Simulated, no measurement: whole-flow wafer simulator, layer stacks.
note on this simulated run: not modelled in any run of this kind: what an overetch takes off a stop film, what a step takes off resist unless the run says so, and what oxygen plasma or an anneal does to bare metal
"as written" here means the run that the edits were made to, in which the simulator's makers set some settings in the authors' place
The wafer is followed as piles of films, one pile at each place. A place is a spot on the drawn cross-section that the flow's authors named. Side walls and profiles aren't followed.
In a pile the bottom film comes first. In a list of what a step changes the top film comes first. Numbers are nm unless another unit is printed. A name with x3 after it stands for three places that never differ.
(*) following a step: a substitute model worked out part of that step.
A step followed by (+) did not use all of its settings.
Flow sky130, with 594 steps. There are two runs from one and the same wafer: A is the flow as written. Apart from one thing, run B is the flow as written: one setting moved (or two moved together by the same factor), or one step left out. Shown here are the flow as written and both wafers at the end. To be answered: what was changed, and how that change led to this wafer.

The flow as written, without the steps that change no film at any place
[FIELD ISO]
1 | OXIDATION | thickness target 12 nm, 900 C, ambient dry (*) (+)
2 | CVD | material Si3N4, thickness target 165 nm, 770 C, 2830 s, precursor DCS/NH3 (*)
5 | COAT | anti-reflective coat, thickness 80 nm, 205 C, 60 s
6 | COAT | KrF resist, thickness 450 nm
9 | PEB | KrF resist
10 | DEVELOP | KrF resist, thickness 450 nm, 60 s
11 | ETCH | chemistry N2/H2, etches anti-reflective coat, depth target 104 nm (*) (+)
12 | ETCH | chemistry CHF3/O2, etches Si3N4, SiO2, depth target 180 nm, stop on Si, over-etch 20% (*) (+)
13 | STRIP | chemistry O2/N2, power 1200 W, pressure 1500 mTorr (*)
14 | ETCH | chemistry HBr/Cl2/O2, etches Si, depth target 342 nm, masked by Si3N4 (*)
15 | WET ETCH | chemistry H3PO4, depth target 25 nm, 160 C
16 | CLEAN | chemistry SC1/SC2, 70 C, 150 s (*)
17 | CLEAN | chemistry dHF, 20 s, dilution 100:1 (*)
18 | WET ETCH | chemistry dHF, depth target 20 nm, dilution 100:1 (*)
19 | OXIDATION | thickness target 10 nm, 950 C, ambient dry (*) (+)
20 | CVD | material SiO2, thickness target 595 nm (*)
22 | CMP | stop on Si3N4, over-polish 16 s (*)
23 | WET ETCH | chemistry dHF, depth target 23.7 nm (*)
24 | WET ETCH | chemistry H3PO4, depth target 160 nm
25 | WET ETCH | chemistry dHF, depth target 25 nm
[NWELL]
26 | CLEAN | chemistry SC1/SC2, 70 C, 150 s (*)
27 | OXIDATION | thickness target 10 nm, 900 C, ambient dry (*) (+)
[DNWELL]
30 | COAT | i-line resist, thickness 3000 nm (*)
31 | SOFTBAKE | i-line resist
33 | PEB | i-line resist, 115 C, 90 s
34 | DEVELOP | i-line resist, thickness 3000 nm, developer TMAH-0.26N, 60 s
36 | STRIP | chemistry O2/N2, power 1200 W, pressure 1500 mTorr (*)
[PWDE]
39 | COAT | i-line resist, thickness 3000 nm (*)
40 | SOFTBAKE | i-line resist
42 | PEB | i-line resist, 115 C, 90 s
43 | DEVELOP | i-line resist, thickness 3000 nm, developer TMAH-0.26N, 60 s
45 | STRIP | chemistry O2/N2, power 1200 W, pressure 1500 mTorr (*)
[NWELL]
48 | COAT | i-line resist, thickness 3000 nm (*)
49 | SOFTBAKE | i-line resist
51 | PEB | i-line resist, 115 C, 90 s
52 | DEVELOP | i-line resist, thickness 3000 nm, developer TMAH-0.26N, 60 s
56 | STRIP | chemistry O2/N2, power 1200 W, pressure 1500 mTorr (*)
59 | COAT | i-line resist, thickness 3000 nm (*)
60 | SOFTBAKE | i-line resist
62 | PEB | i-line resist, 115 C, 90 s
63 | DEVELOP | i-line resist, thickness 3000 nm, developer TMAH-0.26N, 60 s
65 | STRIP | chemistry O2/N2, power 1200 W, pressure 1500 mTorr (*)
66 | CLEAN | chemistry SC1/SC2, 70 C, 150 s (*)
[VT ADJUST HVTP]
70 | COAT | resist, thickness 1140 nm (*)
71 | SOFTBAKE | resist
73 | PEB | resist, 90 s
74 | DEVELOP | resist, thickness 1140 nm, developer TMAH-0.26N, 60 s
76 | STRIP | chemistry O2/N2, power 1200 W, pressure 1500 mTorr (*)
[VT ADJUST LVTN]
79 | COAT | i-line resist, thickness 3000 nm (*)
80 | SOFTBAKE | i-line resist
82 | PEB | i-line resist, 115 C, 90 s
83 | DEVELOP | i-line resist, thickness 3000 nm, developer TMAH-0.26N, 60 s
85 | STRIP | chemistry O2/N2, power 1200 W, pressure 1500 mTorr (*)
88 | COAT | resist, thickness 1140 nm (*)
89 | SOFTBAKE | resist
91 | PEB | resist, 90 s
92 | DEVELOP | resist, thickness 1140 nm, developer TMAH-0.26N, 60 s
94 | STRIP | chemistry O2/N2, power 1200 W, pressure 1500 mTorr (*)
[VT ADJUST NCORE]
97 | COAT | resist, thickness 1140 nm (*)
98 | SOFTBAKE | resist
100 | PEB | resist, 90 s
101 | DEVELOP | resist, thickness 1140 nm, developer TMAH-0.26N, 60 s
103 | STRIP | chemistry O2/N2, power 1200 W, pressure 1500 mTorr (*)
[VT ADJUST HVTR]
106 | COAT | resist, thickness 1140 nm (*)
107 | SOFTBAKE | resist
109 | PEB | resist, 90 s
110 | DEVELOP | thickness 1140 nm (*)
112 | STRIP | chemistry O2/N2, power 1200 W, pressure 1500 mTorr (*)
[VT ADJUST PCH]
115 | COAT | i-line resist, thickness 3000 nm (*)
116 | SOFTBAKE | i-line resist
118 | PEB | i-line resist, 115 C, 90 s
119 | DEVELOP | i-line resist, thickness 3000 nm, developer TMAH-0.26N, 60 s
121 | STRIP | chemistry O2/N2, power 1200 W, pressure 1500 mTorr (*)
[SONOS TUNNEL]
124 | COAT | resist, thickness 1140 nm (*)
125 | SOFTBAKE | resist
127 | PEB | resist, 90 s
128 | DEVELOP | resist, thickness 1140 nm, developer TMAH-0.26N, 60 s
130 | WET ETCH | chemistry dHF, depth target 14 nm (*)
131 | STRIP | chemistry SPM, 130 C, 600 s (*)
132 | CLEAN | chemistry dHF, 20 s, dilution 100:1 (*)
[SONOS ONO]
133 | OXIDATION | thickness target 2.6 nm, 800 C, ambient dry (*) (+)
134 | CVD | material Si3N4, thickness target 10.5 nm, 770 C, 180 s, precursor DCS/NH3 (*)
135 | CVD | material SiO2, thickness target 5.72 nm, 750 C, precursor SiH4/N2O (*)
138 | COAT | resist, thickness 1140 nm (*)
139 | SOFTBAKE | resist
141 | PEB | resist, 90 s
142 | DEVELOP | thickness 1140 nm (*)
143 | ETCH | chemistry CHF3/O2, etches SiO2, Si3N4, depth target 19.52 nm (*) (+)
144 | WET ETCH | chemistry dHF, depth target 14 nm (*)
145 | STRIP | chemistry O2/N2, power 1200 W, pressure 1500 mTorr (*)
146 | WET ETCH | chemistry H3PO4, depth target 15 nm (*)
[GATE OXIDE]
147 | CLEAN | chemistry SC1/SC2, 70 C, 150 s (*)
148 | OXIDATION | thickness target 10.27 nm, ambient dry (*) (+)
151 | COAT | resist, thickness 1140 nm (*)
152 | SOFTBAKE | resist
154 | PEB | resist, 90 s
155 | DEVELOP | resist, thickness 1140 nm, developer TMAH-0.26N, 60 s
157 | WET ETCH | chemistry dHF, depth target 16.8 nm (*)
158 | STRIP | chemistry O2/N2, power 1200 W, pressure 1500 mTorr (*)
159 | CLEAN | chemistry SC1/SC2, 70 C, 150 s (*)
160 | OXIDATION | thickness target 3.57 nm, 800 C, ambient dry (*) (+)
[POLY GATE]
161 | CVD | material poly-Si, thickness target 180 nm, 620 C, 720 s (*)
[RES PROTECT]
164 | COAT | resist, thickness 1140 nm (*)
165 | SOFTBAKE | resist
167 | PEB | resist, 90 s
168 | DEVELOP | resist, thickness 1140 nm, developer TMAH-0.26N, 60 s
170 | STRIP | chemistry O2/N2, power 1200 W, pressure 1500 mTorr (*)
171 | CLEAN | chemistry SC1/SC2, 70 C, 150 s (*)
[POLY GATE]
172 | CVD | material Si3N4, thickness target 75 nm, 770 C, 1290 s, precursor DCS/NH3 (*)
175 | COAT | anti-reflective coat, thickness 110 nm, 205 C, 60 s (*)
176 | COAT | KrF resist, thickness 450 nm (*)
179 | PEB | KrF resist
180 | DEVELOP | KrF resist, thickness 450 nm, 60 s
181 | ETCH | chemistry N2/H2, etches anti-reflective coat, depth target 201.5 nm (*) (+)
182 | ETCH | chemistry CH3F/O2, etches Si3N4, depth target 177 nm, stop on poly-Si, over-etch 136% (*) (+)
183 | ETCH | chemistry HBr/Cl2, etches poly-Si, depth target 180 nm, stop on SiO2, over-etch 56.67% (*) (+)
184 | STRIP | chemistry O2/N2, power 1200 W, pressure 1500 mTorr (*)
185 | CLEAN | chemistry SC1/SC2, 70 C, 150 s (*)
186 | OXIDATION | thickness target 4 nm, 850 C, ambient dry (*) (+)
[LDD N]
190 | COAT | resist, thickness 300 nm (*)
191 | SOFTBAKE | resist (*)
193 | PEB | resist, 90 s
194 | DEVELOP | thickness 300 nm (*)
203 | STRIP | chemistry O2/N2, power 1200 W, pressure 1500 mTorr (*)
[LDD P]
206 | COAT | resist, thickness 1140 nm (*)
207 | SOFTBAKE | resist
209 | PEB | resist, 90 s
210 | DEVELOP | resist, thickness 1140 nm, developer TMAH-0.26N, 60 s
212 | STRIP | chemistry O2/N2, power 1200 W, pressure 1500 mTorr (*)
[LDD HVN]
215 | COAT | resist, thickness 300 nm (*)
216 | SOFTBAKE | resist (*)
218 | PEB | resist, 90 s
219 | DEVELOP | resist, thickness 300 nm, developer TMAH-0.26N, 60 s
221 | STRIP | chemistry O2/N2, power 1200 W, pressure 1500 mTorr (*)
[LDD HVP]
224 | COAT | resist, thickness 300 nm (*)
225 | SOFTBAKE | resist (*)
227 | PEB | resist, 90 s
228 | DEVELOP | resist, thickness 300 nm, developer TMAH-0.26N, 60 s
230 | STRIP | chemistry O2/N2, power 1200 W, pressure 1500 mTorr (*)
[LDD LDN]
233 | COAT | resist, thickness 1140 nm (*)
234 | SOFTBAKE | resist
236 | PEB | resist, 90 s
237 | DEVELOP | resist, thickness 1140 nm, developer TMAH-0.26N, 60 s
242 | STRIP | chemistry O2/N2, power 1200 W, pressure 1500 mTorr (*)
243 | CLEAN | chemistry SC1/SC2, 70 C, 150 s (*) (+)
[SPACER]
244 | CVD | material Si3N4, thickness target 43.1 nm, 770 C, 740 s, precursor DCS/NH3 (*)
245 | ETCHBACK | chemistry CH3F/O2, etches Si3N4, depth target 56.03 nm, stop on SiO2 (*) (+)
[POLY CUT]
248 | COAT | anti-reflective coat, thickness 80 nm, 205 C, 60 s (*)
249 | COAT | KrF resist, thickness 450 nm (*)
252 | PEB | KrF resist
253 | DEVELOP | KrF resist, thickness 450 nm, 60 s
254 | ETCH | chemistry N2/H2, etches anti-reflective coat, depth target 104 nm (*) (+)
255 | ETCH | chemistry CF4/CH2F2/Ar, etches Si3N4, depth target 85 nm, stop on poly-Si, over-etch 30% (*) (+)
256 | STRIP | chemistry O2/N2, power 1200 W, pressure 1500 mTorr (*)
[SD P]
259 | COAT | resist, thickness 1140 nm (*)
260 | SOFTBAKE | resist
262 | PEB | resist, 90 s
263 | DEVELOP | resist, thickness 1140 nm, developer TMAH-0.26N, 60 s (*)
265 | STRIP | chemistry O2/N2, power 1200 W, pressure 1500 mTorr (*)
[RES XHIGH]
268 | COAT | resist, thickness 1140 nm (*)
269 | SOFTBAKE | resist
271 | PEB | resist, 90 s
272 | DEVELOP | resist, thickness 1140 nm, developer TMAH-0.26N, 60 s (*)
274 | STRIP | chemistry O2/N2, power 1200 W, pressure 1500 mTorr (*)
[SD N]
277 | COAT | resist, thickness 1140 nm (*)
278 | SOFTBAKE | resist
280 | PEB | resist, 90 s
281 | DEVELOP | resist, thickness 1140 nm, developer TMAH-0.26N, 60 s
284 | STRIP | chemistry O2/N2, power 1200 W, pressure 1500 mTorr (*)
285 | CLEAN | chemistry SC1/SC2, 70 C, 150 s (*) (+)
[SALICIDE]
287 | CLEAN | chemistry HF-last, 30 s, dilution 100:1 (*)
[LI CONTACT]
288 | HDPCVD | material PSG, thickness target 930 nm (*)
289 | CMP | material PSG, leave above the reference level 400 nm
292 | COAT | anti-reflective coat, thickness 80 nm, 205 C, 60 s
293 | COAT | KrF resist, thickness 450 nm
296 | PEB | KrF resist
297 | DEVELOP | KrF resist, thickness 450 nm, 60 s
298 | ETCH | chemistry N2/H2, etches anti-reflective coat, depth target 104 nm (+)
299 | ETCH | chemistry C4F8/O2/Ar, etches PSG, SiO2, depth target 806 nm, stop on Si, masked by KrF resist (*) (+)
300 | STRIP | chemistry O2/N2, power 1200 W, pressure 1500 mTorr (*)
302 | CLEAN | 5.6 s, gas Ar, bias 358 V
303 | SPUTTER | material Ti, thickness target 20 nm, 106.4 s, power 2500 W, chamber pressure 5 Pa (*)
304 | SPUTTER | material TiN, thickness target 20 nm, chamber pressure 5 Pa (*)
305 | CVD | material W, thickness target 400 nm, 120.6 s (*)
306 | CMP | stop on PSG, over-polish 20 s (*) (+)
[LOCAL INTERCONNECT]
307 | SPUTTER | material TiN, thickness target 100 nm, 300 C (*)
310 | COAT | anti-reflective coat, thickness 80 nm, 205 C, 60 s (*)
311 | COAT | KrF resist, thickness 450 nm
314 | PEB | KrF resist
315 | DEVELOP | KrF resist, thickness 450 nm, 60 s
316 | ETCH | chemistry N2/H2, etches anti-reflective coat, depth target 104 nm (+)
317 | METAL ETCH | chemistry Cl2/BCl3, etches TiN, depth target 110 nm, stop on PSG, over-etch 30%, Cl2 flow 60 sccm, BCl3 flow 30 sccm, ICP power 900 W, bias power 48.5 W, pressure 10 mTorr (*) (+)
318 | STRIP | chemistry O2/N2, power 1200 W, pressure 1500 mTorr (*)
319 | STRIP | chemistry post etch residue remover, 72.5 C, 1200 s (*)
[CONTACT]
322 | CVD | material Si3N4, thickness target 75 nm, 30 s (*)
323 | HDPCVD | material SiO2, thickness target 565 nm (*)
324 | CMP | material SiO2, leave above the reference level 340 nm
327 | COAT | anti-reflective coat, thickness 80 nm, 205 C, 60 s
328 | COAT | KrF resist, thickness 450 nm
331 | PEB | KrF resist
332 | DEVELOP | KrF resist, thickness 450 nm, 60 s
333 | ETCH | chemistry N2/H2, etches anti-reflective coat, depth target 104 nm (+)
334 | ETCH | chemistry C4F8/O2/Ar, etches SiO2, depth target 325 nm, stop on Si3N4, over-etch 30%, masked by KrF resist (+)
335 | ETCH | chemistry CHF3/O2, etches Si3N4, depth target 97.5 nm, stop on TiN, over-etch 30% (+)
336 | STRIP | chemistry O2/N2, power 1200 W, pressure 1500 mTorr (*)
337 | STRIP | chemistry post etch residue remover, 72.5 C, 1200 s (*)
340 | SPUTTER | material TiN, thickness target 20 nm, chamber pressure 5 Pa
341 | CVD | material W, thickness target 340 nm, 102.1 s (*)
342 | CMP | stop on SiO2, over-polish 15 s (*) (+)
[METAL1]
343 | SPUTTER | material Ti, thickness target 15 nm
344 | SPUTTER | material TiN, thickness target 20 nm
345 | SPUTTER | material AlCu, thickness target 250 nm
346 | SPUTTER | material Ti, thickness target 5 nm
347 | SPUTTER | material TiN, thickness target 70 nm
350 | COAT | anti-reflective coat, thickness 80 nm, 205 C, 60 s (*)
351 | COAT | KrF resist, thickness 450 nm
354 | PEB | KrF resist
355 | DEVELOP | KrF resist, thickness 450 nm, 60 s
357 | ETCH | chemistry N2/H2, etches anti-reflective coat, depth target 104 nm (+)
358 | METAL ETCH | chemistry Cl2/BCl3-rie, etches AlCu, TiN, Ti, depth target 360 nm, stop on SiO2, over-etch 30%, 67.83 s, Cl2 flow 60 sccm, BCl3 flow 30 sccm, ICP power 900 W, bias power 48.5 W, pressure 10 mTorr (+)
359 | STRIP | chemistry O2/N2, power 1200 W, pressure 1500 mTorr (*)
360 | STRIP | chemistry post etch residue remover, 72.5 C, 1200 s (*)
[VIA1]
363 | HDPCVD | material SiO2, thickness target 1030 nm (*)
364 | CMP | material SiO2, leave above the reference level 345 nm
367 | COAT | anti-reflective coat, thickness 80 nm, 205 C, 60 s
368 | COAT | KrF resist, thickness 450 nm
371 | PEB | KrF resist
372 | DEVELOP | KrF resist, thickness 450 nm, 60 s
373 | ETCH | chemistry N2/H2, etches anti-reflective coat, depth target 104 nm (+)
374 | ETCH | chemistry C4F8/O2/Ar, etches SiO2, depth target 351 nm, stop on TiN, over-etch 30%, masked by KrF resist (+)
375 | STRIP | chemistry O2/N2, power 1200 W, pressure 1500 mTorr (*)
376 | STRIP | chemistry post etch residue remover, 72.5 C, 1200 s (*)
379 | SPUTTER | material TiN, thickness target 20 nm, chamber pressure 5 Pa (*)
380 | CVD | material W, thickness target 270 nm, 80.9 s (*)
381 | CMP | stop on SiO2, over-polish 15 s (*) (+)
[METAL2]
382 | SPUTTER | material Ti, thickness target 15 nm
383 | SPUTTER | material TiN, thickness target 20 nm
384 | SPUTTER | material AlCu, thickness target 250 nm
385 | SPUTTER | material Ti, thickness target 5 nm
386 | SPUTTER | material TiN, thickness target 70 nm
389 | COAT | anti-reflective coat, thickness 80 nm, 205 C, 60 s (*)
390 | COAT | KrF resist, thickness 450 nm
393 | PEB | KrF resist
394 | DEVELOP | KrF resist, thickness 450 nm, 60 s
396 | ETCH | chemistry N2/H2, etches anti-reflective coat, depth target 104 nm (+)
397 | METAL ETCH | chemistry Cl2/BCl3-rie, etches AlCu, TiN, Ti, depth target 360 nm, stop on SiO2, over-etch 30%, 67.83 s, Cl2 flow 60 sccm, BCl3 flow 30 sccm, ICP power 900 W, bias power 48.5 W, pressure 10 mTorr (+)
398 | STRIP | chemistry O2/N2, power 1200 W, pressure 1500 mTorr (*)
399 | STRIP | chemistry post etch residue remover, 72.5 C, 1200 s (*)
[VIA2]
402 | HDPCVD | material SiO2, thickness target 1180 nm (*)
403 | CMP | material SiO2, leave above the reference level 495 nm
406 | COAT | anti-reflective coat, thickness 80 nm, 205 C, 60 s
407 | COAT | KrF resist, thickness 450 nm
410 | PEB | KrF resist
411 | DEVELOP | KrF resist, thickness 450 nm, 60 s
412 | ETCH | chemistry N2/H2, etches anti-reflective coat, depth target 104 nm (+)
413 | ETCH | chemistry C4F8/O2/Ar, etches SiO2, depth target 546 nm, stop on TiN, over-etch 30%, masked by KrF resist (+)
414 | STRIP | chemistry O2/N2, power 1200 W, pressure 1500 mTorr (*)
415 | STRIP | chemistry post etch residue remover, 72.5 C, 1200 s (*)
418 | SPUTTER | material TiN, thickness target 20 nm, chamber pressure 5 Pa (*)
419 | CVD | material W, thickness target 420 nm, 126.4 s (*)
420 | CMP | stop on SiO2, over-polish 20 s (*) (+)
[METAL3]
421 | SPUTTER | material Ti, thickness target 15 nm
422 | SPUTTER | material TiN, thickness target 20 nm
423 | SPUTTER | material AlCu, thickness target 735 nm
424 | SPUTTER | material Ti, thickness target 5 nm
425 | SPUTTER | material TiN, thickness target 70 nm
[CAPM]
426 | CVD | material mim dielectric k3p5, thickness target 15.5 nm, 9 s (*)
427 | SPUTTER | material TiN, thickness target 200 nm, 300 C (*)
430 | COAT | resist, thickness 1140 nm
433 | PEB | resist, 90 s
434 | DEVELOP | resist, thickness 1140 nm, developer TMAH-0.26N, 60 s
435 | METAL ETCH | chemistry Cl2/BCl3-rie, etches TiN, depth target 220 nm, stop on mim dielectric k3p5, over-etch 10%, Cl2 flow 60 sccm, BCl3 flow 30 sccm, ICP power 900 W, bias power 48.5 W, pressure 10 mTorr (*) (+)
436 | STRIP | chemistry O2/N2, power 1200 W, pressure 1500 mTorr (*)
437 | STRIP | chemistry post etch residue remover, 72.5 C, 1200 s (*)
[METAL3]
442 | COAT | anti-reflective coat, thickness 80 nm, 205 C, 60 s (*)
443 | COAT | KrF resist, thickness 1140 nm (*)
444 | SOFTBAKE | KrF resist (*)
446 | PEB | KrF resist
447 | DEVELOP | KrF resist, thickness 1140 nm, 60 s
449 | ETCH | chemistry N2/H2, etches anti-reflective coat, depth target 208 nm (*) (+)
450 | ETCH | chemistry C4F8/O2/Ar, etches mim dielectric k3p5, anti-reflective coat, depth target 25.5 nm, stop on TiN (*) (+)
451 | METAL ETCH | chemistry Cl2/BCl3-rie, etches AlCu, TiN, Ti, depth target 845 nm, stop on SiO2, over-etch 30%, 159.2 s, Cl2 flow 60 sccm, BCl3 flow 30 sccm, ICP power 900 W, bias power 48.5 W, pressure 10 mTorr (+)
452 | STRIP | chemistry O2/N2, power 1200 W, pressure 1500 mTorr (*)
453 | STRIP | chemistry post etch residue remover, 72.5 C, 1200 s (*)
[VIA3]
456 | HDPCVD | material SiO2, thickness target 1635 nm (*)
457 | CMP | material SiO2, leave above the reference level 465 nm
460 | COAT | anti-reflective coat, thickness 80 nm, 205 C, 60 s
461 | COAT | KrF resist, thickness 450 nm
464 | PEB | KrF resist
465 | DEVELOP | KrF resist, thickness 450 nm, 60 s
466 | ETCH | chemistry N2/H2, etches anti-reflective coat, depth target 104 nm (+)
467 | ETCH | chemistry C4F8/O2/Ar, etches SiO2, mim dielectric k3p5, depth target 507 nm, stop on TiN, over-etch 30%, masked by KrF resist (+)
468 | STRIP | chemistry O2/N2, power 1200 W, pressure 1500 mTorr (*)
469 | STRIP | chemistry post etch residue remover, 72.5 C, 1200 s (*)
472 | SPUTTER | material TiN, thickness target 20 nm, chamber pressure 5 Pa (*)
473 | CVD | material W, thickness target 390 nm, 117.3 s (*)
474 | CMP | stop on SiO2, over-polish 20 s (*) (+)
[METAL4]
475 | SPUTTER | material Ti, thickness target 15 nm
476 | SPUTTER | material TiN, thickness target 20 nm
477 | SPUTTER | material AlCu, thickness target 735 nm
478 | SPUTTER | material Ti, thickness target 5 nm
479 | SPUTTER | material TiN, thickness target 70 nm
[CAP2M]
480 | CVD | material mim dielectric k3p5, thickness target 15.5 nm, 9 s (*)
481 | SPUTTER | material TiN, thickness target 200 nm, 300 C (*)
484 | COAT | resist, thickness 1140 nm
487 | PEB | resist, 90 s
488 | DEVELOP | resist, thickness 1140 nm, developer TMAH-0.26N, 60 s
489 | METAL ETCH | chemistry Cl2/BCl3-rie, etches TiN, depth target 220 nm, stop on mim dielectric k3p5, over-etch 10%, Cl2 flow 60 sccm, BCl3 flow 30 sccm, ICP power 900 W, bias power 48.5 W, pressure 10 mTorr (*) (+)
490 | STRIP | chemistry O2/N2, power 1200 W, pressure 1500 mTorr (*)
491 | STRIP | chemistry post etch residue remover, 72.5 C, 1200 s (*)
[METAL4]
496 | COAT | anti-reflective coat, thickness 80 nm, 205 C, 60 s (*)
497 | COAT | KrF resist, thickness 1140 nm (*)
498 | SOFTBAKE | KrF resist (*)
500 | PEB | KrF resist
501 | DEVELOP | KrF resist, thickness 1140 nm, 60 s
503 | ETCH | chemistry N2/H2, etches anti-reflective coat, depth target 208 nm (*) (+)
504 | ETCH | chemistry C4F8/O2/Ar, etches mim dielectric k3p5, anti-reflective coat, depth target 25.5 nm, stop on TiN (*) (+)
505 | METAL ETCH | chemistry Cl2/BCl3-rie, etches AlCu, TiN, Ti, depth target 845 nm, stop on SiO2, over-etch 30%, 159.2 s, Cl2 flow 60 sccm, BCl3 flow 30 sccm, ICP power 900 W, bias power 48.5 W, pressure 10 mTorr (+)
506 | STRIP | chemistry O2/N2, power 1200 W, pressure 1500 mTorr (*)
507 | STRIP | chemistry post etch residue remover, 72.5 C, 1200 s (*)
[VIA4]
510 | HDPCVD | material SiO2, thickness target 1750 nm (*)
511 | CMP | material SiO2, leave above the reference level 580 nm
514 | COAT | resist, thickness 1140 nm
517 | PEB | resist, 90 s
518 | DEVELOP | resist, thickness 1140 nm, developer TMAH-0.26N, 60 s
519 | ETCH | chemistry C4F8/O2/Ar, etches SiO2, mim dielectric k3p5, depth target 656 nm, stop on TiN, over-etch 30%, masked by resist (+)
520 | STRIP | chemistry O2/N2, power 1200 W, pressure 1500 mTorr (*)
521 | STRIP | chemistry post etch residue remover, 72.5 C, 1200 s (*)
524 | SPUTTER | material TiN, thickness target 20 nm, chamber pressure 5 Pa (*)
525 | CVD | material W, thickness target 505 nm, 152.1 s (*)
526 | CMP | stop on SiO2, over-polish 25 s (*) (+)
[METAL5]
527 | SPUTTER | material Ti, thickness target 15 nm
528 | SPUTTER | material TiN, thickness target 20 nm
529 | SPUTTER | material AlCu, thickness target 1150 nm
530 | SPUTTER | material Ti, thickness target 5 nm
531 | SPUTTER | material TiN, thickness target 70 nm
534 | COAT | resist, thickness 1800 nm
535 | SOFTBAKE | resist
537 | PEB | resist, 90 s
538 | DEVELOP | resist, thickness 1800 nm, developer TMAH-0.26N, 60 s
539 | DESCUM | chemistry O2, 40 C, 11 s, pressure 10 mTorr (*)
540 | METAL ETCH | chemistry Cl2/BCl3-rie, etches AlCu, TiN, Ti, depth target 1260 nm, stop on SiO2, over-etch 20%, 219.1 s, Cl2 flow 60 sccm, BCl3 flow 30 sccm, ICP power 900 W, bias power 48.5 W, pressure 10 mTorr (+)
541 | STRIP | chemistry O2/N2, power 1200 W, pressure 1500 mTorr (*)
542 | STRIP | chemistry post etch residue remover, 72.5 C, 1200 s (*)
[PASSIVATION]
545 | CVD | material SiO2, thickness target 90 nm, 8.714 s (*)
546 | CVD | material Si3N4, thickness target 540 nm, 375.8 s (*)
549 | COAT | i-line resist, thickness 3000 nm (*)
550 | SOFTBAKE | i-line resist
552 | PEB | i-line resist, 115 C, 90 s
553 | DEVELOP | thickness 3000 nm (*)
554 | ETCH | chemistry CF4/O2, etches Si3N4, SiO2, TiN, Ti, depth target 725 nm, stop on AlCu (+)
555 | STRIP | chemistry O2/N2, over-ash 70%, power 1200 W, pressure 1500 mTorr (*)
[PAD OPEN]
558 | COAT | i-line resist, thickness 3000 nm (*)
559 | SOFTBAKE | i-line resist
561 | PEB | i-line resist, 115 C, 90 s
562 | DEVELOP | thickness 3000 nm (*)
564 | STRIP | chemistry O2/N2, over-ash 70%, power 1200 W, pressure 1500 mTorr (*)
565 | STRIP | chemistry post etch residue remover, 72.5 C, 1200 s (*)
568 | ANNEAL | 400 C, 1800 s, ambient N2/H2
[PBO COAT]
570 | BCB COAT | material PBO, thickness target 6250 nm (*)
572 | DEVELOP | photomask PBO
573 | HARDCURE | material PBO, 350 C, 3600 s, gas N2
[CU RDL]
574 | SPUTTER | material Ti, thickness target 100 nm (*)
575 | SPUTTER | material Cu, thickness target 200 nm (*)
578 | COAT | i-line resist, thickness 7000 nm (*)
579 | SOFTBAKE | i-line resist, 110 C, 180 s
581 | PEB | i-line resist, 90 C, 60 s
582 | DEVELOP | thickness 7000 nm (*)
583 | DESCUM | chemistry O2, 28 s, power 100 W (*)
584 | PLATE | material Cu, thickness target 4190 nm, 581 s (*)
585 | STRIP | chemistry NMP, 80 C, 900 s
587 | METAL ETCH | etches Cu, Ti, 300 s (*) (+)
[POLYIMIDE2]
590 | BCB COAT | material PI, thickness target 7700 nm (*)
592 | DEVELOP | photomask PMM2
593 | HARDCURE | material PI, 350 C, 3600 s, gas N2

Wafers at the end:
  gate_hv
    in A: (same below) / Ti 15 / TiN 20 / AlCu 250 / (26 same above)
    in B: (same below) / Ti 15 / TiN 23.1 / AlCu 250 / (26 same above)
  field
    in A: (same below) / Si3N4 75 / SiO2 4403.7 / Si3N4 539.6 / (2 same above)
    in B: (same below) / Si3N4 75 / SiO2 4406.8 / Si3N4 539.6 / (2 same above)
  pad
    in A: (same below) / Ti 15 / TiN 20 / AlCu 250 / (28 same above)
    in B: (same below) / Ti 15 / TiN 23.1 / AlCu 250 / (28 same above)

Cause: step 344, SPUTTER: thickness target 23.1 nm was run, though the flow has thickness target 20 nm.
The wafer itself shows it: gate_hv has TiN 23.1, and step 344 as written asks for 20 nm.

Step by step, how the change led to this:
  344 | SPUTTER | material TiN, thickness target 20 nm
      field, active, n_well and 188 more: A TiN gains 20 (new film) | B TiN gains 23.1 (new film)
  358 | METAL ETCH | chemistry Cl2/BCl3-rie, etches AlCu, TiN, Ti, depth target 360 nm, stop on SiO2, over-etch 30%, 67.83 s, Cl2 flow 60 sccm, BCl3 flow 30 sccm, ICP power 900 W, bias power 48.5 W, pressure 10 mTorr (+)
      field, active, gate and 81 more: A TiN loses 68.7 (all of it), Ti loses 5 (all of it), AlCu loses 250 (all of it), TiN loses 20 (all of it), Ti loses 15 (all of it), SiO2 loses 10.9 | B TiN loses 68.7 (all of it), Ti loses 5 (all of it), AlCu loses 250 (all of it), TiN loses 23.1 (all of it), Ti loses 15 (all of it), SiO2 loses 10.6
